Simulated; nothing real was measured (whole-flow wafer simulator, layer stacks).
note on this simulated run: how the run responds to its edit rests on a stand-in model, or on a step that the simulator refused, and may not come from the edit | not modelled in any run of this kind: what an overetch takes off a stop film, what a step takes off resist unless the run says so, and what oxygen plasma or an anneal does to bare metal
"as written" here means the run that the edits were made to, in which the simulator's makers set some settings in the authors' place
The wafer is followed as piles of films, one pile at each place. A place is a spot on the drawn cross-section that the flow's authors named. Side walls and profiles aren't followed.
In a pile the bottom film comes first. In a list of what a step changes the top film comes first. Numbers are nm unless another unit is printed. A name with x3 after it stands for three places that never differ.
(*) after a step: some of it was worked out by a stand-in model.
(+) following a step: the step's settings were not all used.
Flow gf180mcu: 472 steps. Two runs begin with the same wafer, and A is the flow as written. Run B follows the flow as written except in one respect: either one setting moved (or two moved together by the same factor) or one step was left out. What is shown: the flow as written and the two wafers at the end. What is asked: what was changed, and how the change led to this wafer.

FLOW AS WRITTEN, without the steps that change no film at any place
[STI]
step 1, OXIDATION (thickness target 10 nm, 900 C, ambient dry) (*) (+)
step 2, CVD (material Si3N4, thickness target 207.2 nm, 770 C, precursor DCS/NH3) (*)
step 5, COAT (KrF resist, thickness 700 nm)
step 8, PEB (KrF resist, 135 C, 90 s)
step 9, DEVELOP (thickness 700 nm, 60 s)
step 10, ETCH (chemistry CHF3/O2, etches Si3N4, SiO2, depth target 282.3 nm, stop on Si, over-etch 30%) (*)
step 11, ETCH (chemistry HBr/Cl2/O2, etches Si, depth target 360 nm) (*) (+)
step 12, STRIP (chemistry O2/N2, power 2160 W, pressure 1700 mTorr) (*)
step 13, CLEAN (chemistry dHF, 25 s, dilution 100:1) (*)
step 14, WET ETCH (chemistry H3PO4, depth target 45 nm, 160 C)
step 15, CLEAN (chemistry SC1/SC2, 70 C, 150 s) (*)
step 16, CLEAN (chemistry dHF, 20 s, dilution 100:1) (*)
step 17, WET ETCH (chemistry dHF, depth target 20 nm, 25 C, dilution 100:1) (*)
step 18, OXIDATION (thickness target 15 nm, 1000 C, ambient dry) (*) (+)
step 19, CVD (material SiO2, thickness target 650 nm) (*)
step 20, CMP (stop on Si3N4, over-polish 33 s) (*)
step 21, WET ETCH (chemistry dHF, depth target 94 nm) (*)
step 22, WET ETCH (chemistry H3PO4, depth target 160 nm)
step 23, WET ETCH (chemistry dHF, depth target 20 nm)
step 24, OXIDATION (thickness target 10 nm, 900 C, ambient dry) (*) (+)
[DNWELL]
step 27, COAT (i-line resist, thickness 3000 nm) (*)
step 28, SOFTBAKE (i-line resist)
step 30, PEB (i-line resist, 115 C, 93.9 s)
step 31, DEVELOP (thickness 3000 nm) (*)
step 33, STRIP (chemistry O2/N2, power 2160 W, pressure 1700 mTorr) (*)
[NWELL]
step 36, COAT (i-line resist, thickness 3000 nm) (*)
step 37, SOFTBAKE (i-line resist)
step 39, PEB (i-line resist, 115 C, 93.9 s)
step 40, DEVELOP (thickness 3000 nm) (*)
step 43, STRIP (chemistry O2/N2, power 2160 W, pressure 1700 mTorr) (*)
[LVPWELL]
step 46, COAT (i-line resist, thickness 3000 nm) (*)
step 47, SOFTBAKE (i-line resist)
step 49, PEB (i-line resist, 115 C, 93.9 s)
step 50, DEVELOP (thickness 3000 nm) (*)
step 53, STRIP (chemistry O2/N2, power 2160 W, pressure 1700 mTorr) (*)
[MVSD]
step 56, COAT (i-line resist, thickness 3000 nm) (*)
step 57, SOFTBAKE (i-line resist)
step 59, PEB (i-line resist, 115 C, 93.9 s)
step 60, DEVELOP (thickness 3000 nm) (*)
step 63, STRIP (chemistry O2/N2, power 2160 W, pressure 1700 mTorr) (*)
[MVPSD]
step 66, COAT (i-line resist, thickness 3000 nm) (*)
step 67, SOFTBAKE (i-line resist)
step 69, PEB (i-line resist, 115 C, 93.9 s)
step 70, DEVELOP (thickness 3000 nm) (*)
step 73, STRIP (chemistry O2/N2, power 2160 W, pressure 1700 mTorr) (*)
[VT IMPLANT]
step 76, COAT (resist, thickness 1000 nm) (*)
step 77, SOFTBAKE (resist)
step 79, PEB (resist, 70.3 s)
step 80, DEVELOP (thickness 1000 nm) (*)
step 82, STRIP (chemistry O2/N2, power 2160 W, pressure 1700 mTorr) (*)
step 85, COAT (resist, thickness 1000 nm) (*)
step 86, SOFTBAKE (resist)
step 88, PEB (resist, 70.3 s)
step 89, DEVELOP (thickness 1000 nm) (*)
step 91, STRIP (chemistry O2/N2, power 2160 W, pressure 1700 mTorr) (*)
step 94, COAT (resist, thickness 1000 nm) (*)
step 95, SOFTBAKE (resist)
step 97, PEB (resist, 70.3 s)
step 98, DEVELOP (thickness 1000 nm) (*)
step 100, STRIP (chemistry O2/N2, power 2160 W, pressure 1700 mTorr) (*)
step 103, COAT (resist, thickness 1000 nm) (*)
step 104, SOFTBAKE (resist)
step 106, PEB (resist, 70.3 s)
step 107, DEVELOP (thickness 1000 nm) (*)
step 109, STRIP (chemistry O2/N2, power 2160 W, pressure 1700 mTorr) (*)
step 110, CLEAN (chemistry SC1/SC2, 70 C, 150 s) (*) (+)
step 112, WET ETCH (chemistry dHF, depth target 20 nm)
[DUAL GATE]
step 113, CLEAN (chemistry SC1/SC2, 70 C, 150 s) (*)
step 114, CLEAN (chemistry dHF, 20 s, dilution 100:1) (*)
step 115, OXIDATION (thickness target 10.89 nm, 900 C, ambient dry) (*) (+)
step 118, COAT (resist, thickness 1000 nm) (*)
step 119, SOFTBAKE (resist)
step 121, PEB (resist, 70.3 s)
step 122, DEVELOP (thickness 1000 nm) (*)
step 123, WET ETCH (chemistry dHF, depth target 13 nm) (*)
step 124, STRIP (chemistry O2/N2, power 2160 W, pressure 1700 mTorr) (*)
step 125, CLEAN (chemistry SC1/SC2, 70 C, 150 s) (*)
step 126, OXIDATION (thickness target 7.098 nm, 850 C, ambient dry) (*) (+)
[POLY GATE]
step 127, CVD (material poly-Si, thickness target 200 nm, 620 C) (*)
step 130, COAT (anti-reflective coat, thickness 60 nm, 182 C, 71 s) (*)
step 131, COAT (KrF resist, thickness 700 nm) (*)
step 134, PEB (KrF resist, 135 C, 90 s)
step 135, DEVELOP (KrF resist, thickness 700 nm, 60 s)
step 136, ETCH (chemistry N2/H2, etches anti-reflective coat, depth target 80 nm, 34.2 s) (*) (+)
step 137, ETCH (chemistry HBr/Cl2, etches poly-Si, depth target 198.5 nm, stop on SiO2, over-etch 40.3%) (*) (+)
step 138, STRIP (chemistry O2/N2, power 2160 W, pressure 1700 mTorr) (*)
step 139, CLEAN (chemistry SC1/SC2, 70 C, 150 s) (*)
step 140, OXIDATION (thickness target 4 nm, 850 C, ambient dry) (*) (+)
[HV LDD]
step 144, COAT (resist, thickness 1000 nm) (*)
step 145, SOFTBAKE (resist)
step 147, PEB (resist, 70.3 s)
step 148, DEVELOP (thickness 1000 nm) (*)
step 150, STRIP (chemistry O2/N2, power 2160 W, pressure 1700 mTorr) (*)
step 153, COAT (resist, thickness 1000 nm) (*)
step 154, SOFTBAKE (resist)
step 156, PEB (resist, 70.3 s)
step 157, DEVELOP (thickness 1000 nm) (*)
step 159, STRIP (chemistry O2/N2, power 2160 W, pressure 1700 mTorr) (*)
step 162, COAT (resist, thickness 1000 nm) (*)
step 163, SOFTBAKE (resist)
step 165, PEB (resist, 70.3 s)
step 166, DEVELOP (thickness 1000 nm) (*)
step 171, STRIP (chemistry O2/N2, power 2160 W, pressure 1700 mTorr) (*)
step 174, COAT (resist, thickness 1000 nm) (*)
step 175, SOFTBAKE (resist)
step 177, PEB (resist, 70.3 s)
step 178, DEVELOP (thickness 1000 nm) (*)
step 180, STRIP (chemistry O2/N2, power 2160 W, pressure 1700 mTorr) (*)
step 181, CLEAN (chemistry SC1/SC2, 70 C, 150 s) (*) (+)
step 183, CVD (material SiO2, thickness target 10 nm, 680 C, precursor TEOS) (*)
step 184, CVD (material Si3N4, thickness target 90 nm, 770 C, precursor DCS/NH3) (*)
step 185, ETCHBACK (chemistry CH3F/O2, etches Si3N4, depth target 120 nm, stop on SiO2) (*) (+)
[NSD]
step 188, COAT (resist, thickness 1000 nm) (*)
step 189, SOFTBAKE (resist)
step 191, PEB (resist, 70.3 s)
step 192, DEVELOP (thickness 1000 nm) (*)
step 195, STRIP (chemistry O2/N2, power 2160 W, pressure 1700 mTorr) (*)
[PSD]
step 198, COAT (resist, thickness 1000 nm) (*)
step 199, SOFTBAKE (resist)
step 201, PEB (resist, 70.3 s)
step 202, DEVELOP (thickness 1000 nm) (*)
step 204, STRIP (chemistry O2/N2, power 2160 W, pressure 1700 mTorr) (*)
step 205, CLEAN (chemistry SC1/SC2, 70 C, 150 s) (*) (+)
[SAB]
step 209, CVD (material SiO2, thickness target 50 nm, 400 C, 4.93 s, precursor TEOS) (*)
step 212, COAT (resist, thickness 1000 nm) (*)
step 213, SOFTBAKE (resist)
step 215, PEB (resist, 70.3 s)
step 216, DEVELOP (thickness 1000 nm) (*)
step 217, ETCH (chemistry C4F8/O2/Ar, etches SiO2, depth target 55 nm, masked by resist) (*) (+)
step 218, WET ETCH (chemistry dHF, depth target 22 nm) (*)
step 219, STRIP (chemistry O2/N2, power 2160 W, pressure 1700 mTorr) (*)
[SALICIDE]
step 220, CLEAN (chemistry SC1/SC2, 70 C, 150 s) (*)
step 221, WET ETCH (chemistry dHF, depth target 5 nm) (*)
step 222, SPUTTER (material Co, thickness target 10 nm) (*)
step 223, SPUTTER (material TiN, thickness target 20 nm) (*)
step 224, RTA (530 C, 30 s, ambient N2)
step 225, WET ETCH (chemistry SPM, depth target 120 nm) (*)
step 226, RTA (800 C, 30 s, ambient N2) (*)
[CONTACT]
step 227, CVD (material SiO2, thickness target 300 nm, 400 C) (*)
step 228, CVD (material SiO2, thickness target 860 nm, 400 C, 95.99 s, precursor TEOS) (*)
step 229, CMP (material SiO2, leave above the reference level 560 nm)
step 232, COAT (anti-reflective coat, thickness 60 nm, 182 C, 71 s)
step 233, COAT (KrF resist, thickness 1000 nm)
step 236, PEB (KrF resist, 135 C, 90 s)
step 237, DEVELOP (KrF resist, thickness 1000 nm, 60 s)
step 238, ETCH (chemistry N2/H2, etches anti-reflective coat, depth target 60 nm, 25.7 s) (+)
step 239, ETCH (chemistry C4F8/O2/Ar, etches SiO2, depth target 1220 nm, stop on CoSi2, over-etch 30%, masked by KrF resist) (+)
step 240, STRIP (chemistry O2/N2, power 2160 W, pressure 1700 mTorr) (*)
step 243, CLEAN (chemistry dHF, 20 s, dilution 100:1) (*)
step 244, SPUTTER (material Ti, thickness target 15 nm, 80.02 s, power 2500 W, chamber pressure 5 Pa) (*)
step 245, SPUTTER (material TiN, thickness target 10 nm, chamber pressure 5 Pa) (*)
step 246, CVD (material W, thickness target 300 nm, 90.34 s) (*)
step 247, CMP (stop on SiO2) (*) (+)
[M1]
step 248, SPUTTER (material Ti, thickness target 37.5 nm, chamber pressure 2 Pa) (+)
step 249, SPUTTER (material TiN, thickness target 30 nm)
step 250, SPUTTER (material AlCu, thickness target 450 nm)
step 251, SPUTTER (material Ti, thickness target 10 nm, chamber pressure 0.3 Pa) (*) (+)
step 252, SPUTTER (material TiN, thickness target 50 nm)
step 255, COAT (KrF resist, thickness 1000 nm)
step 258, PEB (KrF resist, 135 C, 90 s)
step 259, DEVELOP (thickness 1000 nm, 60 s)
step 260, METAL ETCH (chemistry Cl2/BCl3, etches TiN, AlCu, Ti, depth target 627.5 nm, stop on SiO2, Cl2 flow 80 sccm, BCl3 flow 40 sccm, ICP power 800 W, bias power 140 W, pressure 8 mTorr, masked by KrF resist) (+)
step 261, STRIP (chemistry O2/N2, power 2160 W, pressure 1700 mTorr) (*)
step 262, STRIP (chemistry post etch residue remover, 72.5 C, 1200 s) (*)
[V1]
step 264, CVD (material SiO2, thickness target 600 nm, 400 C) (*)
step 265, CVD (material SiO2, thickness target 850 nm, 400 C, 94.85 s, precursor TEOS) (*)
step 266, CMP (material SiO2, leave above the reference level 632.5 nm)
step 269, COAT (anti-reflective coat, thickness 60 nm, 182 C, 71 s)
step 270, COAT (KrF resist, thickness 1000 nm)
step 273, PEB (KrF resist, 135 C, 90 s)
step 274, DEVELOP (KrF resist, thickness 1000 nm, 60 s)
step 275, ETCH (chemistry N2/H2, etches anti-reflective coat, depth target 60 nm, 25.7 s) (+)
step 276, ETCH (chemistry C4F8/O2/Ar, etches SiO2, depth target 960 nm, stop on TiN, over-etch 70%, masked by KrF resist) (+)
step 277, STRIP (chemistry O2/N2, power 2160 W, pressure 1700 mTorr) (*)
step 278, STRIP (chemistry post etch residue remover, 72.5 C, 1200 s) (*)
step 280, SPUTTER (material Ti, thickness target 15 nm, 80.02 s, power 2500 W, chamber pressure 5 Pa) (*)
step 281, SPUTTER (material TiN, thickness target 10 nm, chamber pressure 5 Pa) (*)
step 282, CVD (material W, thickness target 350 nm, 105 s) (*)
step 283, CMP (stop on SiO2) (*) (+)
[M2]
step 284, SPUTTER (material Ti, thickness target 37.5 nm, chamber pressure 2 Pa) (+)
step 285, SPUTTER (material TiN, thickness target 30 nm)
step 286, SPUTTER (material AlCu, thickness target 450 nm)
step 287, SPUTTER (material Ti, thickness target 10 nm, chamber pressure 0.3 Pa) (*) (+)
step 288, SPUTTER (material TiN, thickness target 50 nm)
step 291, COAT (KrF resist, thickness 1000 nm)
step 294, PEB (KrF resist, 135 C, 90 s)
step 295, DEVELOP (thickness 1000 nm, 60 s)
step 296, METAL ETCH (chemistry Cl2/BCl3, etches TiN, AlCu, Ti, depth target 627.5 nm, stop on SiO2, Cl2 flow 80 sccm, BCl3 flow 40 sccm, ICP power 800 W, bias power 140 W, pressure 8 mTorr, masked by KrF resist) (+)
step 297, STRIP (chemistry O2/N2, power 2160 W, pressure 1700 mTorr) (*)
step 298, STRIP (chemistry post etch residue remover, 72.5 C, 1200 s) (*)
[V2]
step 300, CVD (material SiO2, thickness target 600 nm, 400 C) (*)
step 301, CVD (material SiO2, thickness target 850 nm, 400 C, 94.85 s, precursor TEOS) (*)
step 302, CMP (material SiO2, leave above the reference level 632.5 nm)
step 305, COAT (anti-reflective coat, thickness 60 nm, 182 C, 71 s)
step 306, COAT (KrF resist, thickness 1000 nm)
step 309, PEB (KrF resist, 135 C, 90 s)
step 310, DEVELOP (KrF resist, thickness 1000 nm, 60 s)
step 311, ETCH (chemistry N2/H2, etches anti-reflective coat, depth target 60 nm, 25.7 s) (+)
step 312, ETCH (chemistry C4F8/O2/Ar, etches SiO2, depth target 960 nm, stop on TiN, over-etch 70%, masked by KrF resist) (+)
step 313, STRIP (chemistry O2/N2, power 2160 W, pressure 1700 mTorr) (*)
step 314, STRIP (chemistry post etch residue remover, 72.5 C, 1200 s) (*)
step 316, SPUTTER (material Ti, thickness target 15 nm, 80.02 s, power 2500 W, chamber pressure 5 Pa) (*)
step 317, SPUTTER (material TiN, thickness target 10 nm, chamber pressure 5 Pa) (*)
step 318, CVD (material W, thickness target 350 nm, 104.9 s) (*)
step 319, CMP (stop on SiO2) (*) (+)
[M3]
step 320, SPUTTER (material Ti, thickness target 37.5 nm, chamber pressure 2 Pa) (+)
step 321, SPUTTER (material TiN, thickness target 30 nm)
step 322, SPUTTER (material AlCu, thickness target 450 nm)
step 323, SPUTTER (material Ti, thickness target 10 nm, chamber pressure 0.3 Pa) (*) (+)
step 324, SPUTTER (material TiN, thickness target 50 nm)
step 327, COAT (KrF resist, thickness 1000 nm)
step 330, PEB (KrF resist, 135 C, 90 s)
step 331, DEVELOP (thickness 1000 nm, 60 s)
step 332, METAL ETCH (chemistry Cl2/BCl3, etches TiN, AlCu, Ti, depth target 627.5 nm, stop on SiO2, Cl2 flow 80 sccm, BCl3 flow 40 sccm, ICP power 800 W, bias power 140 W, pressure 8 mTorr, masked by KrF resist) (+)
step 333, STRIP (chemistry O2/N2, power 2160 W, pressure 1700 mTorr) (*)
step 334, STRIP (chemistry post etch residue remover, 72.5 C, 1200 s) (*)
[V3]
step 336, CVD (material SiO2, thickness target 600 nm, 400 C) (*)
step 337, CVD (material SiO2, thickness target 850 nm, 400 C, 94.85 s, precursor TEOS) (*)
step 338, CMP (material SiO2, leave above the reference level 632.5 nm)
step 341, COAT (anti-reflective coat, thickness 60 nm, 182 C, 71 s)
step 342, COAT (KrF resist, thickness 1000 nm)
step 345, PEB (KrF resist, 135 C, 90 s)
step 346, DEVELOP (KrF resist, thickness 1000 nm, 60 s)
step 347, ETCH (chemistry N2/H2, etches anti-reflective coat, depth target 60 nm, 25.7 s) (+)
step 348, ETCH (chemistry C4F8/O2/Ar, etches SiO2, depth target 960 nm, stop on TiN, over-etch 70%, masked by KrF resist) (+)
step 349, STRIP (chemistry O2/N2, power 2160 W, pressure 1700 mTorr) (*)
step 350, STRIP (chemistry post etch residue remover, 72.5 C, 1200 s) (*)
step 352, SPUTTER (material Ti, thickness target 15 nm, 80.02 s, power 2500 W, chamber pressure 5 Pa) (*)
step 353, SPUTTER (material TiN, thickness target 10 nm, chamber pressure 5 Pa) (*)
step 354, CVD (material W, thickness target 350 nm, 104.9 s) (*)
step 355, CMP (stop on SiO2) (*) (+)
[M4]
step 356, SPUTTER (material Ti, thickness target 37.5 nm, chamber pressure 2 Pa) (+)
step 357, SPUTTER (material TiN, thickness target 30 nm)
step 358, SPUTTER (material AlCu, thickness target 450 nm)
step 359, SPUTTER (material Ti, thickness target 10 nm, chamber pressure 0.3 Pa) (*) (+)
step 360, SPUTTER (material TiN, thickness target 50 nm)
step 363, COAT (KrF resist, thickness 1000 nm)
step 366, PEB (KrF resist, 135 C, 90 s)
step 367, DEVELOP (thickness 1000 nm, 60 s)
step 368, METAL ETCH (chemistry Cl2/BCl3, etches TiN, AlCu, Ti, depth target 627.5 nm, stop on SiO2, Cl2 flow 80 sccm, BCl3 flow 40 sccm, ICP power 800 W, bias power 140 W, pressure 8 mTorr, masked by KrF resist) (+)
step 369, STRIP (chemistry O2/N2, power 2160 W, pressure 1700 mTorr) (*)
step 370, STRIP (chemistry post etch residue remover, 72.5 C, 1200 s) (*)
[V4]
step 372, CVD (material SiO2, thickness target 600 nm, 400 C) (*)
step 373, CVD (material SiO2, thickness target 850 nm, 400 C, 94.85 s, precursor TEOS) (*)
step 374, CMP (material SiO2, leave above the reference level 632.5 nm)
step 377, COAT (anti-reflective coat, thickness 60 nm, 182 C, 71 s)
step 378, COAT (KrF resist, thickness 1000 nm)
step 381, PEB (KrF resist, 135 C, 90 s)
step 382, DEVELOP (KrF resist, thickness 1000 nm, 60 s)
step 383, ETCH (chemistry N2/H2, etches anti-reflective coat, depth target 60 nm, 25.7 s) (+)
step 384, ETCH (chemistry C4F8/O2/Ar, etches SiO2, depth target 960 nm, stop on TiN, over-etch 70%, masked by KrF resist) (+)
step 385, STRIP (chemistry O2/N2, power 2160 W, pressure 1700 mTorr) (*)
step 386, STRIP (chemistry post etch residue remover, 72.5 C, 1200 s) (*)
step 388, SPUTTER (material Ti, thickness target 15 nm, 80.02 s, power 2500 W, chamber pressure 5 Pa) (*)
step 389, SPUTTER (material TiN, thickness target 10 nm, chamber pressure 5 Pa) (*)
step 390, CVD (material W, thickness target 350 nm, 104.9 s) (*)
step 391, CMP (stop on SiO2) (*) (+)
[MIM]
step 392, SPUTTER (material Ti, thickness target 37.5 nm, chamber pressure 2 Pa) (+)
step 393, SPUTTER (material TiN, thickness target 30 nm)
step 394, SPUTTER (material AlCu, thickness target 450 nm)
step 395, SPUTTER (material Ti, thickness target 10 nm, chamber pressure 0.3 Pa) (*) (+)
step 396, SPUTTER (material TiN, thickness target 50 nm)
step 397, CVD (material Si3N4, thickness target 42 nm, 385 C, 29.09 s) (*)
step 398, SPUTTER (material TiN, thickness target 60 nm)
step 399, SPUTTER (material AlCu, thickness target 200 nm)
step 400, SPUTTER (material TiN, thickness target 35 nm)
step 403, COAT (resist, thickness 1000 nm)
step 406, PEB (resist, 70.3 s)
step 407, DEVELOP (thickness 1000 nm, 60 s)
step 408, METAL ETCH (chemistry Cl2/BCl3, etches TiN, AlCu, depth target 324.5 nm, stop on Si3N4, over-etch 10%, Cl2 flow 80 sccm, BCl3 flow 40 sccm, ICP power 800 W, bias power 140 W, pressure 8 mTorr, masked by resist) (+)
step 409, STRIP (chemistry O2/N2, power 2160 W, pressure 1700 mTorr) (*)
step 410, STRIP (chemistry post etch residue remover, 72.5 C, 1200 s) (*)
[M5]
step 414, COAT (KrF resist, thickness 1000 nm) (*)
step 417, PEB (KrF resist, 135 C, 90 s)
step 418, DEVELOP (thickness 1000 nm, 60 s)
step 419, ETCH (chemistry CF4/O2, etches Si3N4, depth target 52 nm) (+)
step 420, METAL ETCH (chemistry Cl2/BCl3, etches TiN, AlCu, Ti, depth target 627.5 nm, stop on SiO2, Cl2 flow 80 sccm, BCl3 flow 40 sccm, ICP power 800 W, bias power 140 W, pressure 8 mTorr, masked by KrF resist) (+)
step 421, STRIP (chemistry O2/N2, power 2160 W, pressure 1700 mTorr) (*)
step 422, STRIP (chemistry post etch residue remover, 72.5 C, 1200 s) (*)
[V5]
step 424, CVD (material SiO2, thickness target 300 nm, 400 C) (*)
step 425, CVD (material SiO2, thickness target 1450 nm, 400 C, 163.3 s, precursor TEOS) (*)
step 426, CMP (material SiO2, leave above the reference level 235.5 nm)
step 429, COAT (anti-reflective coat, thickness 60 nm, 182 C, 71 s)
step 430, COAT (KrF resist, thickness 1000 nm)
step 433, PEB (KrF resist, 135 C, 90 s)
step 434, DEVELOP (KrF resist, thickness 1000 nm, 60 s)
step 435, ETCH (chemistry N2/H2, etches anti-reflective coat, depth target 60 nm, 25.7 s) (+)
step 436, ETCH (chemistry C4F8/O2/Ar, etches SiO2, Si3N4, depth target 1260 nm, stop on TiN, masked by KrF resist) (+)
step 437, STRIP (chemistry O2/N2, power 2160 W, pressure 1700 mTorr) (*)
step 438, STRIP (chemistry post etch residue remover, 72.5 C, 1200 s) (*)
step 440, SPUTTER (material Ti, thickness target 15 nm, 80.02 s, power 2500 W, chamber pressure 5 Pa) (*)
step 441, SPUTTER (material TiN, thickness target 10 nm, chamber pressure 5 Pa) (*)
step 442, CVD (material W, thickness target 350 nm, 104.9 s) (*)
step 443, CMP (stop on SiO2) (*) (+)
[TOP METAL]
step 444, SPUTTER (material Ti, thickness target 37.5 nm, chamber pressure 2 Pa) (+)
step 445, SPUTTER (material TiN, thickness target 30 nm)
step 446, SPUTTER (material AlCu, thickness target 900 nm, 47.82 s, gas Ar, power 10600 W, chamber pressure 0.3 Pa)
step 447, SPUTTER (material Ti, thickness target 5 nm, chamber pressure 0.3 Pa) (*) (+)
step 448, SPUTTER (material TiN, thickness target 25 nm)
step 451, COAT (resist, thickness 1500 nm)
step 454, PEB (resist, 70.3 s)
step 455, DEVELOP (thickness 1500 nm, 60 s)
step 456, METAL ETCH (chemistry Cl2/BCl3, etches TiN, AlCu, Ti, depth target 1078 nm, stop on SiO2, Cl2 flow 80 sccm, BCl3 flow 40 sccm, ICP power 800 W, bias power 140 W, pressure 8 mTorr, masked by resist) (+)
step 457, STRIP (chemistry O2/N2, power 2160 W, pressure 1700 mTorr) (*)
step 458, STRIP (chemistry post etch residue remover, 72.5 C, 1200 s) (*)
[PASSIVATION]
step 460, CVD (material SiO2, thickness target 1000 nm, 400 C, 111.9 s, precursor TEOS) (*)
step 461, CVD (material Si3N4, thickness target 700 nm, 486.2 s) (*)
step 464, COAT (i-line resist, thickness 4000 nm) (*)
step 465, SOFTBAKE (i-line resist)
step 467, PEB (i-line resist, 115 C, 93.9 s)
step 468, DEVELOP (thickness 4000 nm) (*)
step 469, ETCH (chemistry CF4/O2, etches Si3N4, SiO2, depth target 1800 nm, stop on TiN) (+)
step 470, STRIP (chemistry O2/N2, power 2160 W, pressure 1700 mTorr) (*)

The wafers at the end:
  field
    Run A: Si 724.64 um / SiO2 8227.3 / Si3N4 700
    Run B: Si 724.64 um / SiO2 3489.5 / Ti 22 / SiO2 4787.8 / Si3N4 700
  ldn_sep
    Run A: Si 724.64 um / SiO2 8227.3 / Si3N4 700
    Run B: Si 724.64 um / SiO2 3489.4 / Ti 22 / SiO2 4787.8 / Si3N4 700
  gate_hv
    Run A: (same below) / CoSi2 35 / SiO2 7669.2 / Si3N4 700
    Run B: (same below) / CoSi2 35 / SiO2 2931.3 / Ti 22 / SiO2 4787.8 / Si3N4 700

What caused this: step 322, SPUTTER: thickness target 522 nm was run, whereas the flow has thickness target 450 nm.

How this came from the change, step by step:
  step 322, SPUTTER (material AlCu, thickness target 450 nm)
      field, field__w1, field__w2 and 108 more: A +450 AlCu (new film) | B +522 AlCu (new film)
  step 332, METAL ETCH (chemistry Cl2/BCl3, etches TiN, AlCu, Ti, depth target 627.5 nm, stop on SiO2, Cl2 flow 80 sccm, BCl3 flow 40 sccm, ICP power 800 W, bias power 140 W, pressure 8 mTorr, masked by KrF resist) (+)
      field, field__w1, field__w2 and 103 more: A -50 TiN (all of it), -10 Ti (all of it), -450 AlCu (all of it), -30 TiN (all of it), -37.5 Ti (all of it) | B -50 TiN (all of it), -10 Ti (all of it), -522 AlCu (all of it), -30 TiN (all of it), -15.5 Ti
  step 336, CVD (material SiO2, thickness target 600 nm, 400 C) (*)
      field, field__w1, field__w2 and 103 more: A +600 SiO2 | B +600 SiO2 (new film)
  step 338, CMP (material SiO2, leave above the reference level 632.5 nm)
      field, field__w1, field__w2 and 103 more: A -300 SiO2 | B -250 SiO2
With metal films that touch counted as one body, field has 1 body; the flow as written gives 0 bodies.
With metal films that touch counted as one body, ldn_sep has 1 body; the flow as written gives 0 bodies.
With metal films that touch counted as one body, gate_hv has 2 bodies (between them, from the top down: SiO2 2931.3); the flow as written gives 1 body.
